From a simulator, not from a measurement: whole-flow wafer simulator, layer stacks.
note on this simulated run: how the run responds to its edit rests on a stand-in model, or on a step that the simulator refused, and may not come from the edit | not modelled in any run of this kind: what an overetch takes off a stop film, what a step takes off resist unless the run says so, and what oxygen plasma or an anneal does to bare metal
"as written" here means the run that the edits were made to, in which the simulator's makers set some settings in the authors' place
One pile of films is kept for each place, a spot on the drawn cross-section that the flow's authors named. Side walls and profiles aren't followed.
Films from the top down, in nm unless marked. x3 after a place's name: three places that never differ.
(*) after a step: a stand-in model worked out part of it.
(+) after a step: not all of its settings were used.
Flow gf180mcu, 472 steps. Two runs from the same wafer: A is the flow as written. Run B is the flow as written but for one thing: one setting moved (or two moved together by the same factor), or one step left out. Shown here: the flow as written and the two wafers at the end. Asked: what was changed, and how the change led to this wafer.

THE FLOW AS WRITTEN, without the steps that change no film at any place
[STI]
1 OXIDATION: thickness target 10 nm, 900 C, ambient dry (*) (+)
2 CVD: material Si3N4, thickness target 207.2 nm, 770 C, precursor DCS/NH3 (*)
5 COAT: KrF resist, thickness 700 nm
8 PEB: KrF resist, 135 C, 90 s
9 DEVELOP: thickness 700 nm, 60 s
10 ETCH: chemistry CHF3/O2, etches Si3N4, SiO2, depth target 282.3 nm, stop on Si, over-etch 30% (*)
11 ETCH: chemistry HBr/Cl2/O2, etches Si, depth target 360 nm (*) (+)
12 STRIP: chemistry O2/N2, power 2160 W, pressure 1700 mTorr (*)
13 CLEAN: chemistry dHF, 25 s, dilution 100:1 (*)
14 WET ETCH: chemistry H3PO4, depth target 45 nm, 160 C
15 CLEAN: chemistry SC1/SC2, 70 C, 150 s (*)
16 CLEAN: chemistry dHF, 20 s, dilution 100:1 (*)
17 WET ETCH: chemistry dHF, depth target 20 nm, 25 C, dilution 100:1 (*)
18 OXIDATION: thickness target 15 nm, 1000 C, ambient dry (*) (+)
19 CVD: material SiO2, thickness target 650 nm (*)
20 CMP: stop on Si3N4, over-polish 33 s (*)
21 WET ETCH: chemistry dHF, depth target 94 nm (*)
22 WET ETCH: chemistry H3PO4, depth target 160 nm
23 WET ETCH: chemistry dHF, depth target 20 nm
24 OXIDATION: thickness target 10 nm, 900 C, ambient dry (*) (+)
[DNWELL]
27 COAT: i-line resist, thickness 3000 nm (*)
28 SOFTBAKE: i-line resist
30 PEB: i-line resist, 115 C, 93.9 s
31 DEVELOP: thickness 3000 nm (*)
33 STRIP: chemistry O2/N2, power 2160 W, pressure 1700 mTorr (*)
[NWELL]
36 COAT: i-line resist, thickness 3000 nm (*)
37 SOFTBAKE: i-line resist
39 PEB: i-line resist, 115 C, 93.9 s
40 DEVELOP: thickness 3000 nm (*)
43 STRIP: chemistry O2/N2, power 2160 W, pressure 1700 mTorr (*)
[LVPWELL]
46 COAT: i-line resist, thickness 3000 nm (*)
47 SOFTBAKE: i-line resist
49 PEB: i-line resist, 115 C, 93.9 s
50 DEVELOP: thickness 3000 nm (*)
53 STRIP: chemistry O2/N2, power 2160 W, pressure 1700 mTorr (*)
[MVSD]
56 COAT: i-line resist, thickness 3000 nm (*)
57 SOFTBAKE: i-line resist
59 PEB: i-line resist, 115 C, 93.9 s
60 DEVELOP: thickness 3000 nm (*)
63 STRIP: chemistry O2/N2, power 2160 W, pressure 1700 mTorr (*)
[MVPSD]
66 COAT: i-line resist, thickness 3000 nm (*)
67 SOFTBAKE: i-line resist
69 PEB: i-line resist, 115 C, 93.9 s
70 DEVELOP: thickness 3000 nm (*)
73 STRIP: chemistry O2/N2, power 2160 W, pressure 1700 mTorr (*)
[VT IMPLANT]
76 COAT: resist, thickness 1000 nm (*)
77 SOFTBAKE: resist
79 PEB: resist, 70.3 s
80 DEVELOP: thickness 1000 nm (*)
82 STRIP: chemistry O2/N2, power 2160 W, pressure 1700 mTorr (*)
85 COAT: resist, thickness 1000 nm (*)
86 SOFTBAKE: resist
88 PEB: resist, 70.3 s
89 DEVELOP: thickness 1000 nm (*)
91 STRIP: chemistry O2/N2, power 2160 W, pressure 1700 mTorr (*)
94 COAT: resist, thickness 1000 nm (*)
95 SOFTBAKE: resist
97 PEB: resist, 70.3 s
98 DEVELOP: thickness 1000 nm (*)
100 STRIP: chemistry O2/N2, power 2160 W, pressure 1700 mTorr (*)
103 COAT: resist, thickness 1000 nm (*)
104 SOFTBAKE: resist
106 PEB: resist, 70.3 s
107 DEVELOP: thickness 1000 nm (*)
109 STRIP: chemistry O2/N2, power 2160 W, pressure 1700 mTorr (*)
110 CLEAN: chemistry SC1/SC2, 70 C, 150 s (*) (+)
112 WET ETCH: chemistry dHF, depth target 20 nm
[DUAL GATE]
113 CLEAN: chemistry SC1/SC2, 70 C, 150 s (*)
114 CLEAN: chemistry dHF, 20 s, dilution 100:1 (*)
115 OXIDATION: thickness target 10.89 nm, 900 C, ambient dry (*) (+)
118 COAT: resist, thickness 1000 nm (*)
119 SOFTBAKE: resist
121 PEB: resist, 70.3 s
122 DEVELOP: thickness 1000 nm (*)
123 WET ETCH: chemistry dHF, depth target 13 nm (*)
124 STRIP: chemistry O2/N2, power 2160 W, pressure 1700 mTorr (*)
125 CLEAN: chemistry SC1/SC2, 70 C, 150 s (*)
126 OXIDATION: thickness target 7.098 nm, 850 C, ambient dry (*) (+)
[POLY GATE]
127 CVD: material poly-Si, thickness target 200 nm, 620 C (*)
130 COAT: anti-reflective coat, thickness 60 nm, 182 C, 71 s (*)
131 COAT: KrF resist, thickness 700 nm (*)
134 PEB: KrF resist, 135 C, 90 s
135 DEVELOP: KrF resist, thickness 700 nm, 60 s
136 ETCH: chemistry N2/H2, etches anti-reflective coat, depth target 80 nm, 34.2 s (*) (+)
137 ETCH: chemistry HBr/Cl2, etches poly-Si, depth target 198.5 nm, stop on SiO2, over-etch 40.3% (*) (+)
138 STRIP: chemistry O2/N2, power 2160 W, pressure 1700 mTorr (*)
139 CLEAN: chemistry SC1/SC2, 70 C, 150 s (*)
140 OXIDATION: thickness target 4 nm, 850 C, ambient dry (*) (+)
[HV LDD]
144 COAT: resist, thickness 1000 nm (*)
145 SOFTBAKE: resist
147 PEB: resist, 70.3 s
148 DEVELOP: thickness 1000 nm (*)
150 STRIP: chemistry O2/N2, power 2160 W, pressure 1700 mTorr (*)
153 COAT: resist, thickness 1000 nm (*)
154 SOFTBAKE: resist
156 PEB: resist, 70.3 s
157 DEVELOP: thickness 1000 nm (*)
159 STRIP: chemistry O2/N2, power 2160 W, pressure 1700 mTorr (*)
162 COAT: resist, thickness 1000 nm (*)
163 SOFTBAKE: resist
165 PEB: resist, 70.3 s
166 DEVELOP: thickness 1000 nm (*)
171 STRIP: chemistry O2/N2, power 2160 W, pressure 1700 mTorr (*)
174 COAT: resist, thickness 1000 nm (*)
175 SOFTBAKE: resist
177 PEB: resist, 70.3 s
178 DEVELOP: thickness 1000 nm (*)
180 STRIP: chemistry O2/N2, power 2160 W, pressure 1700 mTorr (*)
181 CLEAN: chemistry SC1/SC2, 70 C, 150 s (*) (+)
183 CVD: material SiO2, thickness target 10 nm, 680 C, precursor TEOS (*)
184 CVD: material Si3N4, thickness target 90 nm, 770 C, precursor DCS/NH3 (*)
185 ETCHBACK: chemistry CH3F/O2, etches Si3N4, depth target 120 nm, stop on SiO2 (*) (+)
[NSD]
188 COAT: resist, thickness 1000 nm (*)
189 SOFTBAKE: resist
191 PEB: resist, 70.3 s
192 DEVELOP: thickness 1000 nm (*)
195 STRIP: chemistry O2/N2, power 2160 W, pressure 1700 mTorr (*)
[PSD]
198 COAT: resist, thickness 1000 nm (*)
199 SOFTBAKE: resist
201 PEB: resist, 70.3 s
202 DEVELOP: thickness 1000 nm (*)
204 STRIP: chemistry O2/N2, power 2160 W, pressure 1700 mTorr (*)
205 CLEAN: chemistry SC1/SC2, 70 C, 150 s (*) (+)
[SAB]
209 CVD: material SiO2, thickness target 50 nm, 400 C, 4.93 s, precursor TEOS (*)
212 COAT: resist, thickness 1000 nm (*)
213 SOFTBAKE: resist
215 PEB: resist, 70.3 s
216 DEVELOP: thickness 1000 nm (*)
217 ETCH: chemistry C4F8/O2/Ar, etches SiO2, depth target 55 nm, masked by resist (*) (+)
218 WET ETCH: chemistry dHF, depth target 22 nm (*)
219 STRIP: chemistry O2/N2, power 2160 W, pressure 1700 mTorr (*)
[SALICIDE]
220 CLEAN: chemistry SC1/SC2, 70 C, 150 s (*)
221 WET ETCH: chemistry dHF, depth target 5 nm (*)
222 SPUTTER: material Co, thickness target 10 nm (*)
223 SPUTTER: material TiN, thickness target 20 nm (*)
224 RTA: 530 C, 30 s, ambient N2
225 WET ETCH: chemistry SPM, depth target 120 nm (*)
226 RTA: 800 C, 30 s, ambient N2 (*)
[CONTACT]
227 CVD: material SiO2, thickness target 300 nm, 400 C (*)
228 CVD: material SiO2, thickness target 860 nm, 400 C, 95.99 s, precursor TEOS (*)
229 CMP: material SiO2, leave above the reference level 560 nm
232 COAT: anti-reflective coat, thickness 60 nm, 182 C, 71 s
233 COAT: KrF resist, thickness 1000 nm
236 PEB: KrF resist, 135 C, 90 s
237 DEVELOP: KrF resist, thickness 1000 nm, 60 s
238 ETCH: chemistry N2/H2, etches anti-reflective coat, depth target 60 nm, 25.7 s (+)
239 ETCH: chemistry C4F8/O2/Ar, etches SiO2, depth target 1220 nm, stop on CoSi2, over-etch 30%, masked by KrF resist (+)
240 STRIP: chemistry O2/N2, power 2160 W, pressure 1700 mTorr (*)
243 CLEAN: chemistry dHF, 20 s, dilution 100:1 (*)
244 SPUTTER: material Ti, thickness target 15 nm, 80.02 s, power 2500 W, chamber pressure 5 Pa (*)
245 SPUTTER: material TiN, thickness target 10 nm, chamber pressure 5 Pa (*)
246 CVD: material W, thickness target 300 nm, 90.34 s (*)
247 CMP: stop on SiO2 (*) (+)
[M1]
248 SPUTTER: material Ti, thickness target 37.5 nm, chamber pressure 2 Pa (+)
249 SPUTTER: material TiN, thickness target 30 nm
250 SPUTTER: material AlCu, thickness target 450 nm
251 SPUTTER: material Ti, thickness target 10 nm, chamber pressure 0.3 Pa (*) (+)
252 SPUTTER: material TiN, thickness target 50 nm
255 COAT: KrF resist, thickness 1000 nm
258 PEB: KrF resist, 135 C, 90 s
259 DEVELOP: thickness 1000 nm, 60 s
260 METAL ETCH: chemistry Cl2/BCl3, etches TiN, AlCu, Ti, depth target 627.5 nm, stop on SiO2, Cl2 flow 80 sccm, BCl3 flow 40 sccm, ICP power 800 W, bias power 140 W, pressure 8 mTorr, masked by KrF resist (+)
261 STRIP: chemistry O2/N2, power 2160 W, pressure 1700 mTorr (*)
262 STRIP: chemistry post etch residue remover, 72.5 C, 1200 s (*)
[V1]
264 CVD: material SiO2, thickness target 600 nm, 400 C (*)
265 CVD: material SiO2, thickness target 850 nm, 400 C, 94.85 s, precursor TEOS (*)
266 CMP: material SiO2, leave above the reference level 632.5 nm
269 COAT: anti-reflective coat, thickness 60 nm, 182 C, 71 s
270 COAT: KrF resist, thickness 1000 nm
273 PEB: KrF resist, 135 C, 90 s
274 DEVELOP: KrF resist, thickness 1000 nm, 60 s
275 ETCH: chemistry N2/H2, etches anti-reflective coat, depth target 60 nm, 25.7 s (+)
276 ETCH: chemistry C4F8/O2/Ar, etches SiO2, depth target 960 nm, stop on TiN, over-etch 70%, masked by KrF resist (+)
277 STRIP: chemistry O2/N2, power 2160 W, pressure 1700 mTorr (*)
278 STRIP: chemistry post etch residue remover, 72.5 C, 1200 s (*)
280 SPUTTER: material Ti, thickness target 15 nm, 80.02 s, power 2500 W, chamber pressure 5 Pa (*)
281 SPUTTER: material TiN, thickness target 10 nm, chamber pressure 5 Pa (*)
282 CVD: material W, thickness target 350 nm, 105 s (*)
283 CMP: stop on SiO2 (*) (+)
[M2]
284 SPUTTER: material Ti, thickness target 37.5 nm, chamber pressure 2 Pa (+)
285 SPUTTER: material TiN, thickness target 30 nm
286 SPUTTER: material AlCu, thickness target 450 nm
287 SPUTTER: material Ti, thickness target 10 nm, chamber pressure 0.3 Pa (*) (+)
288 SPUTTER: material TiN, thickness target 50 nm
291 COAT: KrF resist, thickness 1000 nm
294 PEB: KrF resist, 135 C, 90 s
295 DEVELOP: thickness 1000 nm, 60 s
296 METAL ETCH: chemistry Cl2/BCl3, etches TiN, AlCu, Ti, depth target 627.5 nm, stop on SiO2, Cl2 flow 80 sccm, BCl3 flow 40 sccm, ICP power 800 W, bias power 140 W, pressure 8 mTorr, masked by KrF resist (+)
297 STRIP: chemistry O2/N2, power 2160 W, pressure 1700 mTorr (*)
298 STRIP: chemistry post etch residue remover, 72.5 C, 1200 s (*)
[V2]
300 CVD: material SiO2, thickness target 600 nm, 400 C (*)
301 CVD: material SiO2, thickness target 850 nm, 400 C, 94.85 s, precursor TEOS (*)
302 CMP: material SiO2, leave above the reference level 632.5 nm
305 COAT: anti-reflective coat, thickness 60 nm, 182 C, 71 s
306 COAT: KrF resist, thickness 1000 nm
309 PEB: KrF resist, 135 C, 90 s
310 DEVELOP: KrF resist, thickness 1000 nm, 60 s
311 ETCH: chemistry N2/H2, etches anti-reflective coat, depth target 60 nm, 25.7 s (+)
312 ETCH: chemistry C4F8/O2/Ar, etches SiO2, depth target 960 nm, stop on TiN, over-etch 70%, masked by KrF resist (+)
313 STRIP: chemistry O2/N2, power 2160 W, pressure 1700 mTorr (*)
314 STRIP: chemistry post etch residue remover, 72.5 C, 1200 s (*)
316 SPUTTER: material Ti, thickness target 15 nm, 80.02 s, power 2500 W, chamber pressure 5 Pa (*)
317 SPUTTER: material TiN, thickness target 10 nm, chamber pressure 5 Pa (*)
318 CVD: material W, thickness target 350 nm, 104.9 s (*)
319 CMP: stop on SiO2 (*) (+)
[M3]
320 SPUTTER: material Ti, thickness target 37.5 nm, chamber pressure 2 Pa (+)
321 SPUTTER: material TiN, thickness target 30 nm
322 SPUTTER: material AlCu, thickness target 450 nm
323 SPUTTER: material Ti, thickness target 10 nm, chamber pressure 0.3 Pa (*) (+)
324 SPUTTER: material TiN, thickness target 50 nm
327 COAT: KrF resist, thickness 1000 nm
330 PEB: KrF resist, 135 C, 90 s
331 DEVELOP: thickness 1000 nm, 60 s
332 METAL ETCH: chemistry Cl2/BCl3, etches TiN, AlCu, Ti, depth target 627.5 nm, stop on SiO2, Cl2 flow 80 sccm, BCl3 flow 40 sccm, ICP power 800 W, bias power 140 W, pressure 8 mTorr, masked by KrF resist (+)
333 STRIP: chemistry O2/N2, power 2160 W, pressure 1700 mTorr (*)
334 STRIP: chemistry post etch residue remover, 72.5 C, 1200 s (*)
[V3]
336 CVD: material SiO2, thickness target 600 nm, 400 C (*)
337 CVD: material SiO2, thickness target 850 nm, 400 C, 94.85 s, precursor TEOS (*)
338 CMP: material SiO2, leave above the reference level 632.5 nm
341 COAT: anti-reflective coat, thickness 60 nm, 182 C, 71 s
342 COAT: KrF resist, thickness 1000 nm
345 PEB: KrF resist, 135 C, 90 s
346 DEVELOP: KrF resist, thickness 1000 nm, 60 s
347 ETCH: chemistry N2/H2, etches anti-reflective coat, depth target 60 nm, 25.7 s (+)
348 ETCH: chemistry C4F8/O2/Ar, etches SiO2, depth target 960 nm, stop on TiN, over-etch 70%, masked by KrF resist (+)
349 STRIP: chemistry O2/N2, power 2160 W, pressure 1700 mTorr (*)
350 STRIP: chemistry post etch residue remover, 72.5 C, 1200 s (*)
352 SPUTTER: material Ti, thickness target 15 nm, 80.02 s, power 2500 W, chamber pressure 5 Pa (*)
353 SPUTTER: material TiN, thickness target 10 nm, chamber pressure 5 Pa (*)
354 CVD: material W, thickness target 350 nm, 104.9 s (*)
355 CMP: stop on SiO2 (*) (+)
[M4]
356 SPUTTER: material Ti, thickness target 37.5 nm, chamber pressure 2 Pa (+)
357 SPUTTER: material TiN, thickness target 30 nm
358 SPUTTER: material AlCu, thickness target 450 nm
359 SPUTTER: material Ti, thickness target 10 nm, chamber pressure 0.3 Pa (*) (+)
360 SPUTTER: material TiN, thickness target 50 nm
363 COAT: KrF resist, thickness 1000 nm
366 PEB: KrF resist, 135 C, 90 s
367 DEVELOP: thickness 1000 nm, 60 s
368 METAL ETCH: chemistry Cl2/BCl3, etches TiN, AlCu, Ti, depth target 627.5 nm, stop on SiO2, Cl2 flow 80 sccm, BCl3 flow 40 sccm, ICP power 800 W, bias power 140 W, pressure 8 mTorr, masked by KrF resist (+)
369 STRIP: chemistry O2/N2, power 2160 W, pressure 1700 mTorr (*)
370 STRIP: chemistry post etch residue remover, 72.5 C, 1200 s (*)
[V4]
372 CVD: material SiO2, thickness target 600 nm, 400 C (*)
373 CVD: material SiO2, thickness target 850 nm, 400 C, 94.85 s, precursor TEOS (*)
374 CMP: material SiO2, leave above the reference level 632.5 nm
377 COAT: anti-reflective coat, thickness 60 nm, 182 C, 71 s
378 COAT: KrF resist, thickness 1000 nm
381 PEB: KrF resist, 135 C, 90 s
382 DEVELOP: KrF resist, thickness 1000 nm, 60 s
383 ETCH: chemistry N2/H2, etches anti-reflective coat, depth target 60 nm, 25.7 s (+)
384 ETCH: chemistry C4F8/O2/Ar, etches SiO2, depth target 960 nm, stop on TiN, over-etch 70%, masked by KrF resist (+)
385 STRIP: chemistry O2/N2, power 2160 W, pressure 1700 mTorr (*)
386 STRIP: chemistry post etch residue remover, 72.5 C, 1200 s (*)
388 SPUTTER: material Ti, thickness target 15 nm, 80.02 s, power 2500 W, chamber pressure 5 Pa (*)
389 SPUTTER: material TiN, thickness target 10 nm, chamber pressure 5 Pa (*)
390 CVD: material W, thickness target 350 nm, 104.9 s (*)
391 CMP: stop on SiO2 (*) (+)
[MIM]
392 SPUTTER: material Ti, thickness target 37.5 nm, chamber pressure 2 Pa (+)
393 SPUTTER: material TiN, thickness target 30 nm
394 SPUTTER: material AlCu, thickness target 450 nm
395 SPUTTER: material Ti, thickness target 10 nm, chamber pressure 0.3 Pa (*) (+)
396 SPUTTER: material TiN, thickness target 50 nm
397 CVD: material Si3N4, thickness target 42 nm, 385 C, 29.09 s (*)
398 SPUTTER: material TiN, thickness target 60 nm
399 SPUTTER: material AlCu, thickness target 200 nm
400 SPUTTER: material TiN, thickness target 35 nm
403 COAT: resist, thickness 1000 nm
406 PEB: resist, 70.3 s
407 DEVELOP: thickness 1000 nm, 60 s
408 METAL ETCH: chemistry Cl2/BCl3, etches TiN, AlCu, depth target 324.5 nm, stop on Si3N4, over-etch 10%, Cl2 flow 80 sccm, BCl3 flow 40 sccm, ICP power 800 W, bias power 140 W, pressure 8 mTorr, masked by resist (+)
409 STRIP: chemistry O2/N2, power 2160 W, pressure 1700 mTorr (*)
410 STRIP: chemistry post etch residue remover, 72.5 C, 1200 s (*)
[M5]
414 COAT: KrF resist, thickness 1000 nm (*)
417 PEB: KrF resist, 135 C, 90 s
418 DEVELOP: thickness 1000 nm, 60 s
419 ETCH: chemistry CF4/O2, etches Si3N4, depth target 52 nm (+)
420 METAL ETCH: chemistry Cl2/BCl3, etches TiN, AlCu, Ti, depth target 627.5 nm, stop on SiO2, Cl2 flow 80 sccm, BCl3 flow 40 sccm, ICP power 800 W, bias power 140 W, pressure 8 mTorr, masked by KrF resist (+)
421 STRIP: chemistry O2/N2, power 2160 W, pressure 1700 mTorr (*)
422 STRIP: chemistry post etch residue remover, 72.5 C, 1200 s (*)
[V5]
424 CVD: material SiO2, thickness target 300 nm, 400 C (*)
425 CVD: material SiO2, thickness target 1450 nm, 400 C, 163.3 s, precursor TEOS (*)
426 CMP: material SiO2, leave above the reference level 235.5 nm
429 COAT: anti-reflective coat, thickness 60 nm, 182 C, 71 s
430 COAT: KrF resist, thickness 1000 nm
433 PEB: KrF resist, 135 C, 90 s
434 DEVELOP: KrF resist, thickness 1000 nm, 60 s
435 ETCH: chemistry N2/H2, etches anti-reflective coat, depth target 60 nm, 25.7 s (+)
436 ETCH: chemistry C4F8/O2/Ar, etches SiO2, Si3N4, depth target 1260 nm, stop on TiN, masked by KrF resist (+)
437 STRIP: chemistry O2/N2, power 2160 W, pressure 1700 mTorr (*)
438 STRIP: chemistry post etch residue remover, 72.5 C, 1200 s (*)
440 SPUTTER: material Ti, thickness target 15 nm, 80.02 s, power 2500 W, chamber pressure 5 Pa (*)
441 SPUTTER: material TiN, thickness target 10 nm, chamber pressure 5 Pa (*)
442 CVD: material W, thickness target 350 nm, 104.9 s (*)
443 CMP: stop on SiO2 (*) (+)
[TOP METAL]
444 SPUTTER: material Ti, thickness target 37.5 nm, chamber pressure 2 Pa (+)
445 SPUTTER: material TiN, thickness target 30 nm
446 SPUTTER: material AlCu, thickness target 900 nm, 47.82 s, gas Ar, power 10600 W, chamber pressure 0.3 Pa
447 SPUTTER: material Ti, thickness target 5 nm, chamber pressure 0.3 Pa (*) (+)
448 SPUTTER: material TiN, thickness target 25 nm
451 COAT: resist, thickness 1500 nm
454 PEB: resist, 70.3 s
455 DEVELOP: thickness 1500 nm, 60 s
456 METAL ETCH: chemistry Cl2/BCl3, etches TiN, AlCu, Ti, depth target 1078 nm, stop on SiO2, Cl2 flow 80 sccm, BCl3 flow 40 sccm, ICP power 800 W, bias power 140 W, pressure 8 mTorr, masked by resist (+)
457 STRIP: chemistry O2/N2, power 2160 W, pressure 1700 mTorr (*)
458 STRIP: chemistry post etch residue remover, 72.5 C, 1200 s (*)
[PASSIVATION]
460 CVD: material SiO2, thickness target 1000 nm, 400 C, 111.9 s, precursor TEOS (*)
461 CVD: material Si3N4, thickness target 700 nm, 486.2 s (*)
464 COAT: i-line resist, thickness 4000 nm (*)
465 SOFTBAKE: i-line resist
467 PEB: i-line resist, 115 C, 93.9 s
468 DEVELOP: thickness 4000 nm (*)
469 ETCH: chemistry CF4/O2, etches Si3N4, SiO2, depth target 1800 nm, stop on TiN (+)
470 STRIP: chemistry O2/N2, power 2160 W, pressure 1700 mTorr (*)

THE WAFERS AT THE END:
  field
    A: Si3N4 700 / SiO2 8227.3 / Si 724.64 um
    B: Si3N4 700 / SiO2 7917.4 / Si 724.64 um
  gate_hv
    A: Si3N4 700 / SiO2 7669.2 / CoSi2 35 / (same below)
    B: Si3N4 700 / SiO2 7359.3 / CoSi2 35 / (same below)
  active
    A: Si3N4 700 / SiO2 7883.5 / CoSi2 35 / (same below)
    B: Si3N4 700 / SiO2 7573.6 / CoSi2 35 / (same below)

The cause: step 374, CMP: leave above the reference level 322.6 nm was run, where the flow has leave above the reference level 632.5 nm.

How the change led to this, step by step:
  374 CMP: material SiO2, leave above the reference level 632.5 nm
      field, field__w1, field__w2 and 103 more: A SiO2 -300 | B SiO2 -609.9
      field__w8, contact, m1, m1__w1, m1_nw: A SiO2 -877.1 | B SiO2 -1187
  384 ETCH: chemistry C4F8/O2/Ar, etches SiO2, depth target 960 nm, stop on TiN, over-etch 70%, masked by KrF resist (+)
      field, field__w1, field__w2 and 107 more: A KrF resist -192 | B KrF resist -89.3
      contact: A SiO2 -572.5 (all of it) | B SiO2 -262.6 (all of it)
  385 STRIP: chemistry O2/N2, power 2160 W, pressure 1700 mTorr (*)
      field, field__w1, field__w2 and 107 more: A KrF resist -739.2 (all of it), anti-reflective coat -60 (all of it) | B KrF resist -841.9 (all of it), anti-reflective coat -60 (all of it)
  388 SPUTTER: material Ti, thickness target 15 nm, 80.02 s, power 2500 W, chamber pressure 5 Pa (*)
      contact: A Ti +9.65 (new film) | B Ti +11.7 (new film)
  389 SPUTTER: material TiN, thickness target 10 nm, chamber pressure 5 Pa (*)
      contact: A TiN +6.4 (new film) | B TiN +7.79 (new film)
  390 CVD: material W, thickness target 350 nm, 104.9 s (*)
      contact: A W +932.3 (new film) | B W +618.9 (new film)
